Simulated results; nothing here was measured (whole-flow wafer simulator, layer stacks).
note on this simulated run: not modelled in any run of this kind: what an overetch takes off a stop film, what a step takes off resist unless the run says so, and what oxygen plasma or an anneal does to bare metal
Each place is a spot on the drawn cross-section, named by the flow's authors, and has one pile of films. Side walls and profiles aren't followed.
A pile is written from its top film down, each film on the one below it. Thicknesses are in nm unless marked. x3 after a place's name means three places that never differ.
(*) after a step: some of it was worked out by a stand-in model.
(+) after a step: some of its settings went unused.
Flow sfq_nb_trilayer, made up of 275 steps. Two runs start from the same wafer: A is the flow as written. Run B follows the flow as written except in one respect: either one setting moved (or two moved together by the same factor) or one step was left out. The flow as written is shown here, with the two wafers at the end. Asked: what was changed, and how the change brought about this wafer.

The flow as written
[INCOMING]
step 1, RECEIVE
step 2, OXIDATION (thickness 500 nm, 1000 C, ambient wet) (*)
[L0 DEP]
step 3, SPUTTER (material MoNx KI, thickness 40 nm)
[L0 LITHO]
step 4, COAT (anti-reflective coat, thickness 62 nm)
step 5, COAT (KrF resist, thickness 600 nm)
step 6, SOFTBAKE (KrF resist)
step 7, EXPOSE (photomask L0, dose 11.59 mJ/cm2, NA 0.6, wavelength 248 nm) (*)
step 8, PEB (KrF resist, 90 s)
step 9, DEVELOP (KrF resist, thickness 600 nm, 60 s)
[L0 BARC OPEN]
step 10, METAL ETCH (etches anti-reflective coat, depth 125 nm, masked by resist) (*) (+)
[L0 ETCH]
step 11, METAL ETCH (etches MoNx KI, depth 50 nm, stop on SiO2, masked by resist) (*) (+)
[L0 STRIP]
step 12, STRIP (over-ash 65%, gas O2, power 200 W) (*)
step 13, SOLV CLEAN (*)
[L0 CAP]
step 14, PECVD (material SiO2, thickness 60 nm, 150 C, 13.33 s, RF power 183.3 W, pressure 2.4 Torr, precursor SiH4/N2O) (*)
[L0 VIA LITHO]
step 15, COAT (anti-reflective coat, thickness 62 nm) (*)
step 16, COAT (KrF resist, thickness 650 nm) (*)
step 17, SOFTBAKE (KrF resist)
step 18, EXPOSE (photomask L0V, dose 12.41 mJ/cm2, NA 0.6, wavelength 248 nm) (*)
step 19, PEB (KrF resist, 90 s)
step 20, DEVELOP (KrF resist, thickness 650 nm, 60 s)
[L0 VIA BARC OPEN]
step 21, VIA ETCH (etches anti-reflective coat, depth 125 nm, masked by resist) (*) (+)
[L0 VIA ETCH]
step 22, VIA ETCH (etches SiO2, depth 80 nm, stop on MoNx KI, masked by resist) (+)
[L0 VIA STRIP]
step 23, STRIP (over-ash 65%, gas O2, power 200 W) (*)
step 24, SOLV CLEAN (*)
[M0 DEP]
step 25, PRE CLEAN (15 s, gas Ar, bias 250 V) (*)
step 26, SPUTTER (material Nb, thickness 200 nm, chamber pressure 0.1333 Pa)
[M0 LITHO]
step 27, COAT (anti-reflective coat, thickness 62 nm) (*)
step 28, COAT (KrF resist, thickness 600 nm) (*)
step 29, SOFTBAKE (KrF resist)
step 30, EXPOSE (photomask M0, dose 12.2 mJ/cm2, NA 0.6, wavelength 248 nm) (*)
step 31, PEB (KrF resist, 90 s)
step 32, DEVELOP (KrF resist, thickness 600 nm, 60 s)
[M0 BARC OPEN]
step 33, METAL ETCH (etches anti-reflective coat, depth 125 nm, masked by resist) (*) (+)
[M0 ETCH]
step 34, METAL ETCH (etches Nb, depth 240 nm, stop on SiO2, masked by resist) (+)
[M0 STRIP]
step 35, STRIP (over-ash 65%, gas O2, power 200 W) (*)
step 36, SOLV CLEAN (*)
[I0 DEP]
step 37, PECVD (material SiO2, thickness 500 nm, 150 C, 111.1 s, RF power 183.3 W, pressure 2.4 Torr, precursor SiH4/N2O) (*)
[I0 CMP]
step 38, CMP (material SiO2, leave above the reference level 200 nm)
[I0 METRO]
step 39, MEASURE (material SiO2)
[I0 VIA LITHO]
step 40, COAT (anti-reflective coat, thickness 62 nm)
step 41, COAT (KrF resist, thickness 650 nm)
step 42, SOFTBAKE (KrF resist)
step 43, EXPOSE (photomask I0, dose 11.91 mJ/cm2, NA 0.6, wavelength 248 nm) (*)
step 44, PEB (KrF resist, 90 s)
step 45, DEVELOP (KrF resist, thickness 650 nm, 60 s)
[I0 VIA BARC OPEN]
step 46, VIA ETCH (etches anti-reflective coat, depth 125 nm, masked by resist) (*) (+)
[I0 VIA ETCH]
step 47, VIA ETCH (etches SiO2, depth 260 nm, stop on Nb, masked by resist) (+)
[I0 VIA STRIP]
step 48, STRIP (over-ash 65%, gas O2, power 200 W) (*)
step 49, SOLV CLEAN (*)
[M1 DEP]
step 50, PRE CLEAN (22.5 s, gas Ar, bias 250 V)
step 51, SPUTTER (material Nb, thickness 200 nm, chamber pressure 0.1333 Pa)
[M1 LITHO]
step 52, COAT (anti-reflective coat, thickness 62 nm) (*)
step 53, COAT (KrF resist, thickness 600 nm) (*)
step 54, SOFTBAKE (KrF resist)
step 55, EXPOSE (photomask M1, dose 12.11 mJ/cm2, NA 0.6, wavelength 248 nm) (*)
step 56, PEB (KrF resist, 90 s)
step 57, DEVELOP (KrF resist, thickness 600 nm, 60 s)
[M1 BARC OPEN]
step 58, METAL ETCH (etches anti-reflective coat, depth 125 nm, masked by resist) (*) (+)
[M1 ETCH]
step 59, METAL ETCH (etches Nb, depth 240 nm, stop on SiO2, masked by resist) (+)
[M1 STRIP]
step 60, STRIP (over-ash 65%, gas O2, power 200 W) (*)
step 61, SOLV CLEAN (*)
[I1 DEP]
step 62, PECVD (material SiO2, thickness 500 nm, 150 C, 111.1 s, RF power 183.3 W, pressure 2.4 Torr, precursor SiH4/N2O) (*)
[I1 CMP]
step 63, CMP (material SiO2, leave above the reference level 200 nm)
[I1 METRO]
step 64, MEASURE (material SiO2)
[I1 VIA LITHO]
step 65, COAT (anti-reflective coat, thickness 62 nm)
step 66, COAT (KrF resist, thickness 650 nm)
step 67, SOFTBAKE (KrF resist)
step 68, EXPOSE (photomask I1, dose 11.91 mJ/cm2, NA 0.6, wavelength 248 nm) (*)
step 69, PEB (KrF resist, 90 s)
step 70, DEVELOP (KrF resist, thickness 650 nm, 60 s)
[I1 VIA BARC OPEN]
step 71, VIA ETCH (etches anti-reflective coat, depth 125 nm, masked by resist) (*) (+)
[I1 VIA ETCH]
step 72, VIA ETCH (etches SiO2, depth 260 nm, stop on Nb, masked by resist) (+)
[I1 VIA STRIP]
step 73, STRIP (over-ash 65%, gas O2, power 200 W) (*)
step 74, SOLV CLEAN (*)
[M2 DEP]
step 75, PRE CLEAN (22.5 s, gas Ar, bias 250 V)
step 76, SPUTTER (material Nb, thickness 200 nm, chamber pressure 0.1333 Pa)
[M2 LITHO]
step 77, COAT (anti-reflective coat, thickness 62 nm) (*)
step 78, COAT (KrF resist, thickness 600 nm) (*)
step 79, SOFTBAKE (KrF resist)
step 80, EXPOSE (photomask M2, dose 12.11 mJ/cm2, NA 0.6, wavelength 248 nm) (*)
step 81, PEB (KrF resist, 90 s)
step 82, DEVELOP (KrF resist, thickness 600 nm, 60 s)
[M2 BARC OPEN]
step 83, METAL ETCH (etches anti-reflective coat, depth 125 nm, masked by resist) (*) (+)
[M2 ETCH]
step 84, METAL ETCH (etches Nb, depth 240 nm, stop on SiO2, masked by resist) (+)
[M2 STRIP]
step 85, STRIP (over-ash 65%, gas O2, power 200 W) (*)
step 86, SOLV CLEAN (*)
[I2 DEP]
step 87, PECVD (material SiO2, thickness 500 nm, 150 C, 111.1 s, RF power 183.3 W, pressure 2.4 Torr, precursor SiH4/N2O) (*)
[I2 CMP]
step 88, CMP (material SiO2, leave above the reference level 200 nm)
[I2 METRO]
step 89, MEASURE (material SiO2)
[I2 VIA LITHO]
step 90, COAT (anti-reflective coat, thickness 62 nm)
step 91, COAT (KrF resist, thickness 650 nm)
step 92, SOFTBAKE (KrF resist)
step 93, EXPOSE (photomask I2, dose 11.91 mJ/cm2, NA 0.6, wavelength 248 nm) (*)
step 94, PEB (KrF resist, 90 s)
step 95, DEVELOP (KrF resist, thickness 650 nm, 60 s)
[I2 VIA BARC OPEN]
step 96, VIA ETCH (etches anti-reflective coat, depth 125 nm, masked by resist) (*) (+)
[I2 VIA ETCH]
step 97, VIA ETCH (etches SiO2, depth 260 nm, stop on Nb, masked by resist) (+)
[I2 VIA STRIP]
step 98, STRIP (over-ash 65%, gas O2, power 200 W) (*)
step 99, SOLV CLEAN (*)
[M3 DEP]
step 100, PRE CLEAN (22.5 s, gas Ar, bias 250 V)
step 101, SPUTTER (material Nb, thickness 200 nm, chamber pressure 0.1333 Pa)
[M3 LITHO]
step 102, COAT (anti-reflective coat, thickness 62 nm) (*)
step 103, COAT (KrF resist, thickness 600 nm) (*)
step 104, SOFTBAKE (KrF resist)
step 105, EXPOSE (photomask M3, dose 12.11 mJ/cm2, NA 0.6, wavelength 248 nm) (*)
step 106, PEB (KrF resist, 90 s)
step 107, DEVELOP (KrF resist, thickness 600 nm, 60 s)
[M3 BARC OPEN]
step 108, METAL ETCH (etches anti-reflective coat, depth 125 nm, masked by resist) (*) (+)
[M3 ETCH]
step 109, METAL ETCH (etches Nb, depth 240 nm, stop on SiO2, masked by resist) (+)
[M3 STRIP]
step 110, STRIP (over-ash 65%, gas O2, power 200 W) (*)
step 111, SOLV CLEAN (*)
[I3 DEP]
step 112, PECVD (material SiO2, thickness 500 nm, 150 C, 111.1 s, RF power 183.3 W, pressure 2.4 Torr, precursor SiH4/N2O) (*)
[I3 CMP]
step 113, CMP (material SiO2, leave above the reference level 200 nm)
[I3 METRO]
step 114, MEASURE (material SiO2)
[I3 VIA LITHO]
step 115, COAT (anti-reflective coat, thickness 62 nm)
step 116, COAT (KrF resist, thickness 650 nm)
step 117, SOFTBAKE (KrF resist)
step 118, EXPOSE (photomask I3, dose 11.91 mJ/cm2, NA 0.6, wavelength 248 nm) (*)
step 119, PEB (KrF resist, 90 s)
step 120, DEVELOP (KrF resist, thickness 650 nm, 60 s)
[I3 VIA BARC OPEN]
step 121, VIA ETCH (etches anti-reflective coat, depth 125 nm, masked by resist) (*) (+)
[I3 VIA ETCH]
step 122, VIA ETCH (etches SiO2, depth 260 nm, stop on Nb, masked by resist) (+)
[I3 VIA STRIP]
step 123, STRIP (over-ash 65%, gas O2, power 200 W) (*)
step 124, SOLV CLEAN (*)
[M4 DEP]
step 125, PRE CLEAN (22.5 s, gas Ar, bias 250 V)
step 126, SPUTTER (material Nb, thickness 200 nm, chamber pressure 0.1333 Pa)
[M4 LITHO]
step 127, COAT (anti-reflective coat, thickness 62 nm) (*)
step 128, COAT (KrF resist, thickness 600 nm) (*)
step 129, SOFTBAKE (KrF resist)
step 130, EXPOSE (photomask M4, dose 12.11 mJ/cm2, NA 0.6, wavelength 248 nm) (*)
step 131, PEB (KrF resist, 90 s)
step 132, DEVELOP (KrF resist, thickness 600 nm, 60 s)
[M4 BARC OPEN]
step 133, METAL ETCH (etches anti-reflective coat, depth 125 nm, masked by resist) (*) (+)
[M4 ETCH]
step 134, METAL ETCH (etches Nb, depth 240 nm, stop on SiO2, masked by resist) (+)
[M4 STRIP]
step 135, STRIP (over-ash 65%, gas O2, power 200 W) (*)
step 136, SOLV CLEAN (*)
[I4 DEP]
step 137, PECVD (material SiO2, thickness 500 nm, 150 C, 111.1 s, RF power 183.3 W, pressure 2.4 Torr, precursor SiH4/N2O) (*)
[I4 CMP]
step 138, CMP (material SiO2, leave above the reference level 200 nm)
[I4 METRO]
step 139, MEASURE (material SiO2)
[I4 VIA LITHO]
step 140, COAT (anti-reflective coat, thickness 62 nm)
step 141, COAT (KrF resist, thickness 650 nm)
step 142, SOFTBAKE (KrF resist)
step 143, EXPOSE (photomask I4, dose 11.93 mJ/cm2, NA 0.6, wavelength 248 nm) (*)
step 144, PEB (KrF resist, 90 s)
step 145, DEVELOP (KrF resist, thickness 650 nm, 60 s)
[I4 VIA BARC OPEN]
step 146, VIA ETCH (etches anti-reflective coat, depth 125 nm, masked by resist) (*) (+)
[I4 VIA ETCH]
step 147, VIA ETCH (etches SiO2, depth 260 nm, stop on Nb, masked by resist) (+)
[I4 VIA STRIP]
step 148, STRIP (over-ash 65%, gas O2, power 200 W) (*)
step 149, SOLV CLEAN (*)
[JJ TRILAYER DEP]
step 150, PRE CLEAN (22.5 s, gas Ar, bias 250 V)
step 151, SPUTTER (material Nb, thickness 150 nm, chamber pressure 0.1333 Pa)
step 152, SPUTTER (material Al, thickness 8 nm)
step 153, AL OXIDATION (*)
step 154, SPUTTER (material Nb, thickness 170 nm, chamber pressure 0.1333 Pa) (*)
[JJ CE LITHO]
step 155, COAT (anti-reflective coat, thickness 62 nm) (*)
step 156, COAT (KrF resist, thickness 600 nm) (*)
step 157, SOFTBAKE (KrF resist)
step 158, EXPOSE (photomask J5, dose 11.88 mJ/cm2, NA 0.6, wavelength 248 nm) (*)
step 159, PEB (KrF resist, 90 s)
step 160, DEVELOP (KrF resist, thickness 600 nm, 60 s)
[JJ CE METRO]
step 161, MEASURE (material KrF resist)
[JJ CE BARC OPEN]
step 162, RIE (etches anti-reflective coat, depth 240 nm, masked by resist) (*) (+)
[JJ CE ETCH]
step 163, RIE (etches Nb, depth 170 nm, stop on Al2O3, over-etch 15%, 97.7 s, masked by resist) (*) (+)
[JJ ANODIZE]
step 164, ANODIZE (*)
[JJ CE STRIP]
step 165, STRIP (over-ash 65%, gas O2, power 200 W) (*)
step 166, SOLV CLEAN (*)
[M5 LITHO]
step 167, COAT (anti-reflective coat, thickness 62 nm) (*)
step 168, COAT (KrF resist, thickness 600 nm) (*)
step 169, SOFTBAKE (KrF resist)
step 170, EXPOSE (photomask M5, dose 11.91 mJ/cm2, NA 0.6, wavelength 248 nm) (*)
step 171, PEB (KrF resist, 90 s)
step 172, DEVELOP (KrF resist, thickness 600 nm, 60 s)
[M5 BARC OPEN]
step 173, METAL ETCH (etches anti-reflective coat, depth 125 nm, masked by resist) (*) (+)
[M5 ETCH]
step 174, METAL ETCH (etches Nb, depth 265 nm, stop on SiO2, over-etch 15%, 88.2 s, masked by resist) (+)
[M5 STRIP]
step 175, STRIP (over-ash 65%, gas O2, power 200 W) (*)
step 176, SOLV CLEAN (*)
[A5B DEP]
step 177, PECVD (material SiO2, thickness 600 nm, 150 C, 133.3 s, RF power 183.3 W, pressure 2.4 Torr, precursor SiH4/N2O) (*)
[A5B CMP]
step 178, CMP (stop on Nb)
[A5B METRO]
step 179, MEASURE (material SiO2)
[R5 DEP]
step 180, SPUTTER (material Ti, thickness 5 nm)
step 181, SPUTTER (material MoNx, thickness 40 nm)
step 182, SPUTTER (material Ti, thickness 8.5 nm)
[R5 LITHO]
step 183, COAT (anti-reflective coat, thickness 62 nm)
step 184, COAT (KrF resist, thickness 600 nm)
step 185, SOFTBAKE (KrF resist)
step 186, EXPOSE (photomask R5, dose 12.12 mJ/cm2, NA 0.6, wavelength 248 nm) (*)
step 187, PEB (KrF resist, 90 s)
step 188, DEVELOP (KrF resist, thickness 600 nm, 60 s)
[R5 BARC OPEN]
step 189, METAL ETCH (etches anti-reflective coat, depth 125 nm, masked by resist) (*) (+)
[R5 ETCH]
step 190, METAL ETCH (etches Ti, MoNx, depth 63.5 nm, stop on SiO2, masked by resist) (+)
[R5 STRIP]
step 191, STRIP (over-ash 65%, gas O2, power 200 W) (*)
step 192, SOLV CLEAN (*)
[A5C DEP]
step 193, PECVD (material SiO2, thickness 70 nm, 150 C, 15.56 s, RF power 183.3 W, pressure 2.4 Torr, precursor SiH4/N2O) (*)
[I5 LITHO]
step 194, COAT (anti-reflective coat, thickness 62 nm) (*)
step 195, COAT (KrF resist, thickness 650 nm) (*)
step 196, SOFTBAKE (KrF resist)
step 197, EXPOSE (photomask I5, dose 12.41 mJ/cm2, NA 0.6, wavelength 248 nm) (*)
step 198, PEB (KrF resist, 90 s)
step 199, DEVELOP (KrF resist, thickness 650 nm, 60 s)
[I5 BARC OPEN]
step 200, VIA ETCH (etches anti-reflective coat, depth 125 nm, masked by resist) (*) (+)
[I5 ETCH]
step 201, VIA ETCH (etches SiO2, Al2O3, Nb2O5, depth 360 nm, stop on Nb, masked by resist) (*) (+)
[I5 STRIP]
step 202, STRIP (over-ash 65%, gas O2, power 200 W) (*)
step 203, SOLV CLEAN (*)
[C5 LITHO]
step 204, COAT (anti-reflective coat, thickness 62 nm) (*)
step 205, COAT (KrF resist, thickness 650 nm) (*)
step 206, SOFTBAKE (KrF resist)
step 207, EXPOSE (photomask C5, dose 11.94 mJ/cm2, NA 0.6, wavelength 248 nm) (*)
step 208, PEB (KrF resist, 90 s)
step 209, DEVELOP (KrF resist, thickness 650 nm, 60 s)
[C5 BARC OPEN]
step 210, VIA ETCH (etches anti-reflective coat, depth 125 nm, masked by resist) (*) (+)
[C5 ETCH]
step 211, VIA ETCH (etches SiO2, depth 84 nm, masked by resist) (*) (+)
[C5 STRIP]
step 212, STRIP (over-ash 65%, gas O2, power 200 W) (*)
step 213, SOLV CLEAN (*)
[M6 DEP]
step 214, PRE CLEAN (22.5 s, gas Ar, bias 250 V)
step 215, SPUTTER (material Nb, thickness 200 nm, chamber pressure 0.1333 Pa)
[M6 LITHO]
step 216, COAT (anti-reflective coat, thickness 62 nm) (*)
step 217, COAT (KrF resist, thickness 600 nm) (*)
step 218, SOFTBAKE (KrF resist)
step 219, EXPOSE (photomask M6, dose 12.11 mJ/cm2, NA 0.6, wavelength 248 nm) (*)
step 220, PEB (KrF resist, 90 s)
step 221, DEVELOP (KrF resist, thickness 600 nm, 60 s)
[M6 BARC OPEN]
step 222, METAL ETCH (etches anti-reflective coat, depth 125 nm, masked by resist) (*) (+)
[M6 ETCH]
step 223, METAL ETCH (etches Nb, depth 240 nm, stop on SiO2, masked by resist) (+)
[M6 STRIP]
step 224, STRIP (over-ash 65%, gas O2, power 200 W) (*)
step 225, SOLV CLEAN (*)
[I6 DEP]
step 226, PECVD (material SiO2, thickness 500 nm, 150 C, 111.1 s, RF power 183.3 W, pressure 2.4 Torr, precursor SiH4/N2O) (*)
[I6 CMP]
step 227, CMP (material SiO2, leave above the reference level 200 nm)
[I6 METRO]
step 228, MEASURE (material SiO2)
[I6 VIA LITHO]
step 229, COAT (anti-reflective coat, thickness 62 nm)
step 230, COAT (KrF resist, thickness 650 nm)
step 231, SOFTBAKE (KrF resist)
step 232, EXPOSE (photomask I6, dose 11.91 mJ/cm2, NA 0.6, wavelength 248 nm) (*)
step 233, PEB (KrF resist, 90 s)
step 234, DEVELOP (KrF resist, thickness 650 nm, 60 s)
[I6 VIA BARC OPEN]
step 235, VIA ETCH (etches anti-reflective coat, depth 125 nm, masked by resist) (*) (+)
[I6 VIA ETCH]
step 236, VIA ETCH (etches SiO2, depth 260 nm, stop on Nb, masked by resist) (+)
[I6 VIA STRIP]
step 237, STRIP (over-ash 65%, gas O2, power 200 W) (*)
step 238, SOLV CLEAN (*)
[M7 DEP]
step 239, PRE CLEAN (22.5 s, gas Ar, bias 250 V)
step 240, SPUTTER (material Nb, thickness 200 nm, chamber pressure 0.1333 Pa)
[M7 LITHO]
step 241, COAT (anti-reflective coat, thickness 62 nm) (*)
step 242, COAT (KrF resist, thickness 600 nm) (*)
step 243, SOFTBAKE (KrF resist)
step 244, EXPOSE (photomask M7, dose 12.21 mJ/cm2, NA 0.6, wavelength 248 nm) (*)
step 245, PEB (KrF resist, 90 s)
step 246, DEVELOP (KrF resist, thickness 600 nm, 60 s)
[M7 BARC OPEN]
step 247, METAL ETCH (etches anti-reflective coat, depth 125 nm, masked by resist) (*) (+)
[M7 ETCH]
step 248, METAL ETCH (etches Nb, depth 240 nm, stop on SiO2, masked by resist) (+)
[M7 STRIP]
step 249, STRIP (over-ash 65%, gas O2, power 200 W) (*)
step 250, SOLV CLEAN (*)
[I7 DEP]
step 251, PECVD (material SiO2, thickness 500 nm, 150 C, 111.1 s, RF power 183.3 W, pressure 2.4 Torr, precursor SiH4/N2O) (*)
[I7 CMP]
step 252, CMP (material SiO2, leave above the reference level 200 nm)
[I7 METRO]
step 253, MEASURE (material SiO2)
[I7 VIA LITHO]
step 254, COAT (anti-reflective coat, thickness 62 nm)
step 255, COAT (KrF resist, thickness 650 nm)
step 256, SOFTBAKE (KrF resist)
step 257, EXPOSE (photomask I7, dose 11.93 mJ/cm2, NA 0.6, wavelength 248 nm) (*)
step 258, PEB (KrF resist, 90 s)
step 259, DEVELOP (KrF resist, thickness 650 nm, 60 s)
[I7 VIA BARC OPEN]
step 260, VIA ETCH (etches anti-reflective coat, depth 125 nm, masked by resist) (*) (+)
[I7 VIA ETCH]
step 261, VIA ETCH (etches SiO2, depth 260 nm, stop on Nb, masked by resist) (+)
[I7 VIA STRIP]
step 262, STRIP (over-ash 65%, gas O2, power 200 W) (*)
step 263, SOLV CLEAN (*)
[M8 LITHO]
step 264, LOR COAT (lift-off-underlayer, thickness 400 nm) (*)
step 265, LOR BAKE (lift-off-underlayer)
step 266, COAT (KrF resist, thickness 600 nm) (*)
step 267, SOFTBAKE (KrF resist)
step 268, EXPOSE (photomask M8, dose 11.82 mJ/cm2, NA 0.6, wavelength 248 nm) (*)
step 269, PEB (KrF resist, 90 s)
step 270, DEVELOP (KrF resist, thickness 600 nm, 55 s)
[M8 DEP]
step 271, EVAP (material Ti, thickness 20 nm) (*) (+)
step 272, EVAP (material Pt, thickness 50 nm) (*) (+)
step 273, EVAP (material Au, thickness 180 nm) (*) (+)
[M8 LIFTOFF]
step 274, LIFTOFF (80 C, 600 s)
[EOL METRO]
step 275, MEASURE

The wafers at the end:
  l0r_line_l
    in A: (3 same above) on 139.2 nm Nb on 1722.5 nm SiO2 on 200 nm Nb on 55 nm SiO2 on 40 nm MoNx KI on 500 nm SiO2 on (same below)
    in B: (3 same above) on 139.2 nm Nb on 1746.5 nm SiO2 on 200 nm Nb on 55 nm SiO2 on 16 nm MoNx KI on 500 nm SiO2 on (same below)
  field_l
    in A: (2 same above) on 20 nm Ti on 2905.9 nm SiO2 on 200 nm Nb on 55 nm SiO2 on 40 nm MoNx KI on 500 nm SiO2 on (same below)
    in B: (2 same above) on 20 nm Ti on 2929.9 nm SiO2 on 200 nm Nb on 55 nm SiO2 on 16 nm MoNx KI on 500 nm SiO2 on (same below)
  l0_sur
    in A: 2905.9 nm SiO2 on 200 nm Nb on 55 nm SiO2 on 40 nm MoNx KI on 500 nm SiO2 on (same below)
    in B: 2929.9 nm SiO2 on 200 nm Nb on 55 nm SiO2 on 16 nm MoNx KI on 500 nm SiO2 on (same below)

What caused this: step 3, SPUTTER: thickness 16 nm was run, while the flow as written has thickness 40 nm.
The wafer itself shows it: l0r_line_l has MoNx KI 16, and step 3 as written asks for 40 nm.

The path from the change to this, step by step:
  step 3, SPUTTER (material MoNx KI, thickness 40 nm)
      field_l, v_sur, via_wl and 103 more: A MoNx KI gains 40 (new film) | B MoNx KI gains 16 (new film)
  step 11, METAL ETCH (etches MoNx KI, depth 50 nm, stop on SiO2, masked by resist) (*) (+)
      v_sur, via_wl, via_w and 97 more: A MoNx KI loses 40 (all of it) | B MoNx KI loses 16 (all of it)
      field_l, l0_sur, l0v, l0r_line_l, l0r_line_c, l0r_line_r: A KrF resist loses 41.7 | B KrF resist loses 20
  step 12, STRIP (over-ash 65%, gas O2, power 200 W) (*)
      field_l, l0_sur, l0v, l0r_line_l, l0r_line_c, l0r_line_r: A KrF resist loses 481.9 (all of it), anti-reflective coat loses 62 (all of it) | B KrF resist loses 503.6 (all of it), anti-reflective coat loses 62 (all of it)
  step 15, COAT (anti-reflective coat, thickness 62 nm) (*)
      via_wr, ln_m6: A anti-reflective coat gains 64.2 (new film) | B anti-reflective coat gains 62.9 (new film)
      l0r_line_c, l0r_line_r: A anti-reflective coat gains 59 (new film) | B anti-reflective coat gains 60.6 (new film)
      (also at 8 further places)
  step 23, STRIP (over-ash 65%, gas O2, power 200 W) (*)
      field_l: A KrF resist loses 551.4 (all of it), anti-reflective coat loses 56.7 (all of it) | B KrF resist loses 556.5 (all of it), anti-reflective coat loses 59.6 (all of it)
      v_sur: A KrF resist loses 570.5 (all of it), anti-reflective coat loses 72.2 (all of it) | B KrF resist loses 563.8 (all of it), anti-reflective coat loses 66.2 (all of it)
      (also at 10 further places)
  step 27, COAT (anti-reflective coat, thickness 62 nm) (*)
      lsp_m, ln_m6: A anti-reflective coat gains 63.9 (new film) | B anti-reflective coat gains 62.6 (new film)
      l0r_line_l, l0r_line_c: A anti-reflective coat gains 59 (new film) | B anti-reflective coat gains 60.7 (new film)
      (also at 9 further places)
  step 35, STRIP (over-ash 65%, gas O2, power 200 W) (*)
      l0r_line_l, l0r_line_c: A KrF resist loses 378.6 (all of it), anti-reflective coat loses 59 (all of it) | B KrF resist loses 380.9 (all of it), anti-reflective coat loses 60.7 (all of it)
      field_l: A KrF resist loses 372.9 (all of it), anti-reflective coat loses 56.9 (all of it) | B KrF resist loses 378.6 (all of it), anti-reflective coat loses 59.7 (all of it)
      (also at 10 further places)
  step 38, CMP (material SiO2, leave above the reference level 200 nm)
      field_l, l0_sur, l0r_line_l, l0r_line_c, l0r_line_r: A SiO2 loses 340 | B SiO2 loses 316
      l0v: A SiO2 loses 277.8 | B SiO2 loses 253.8
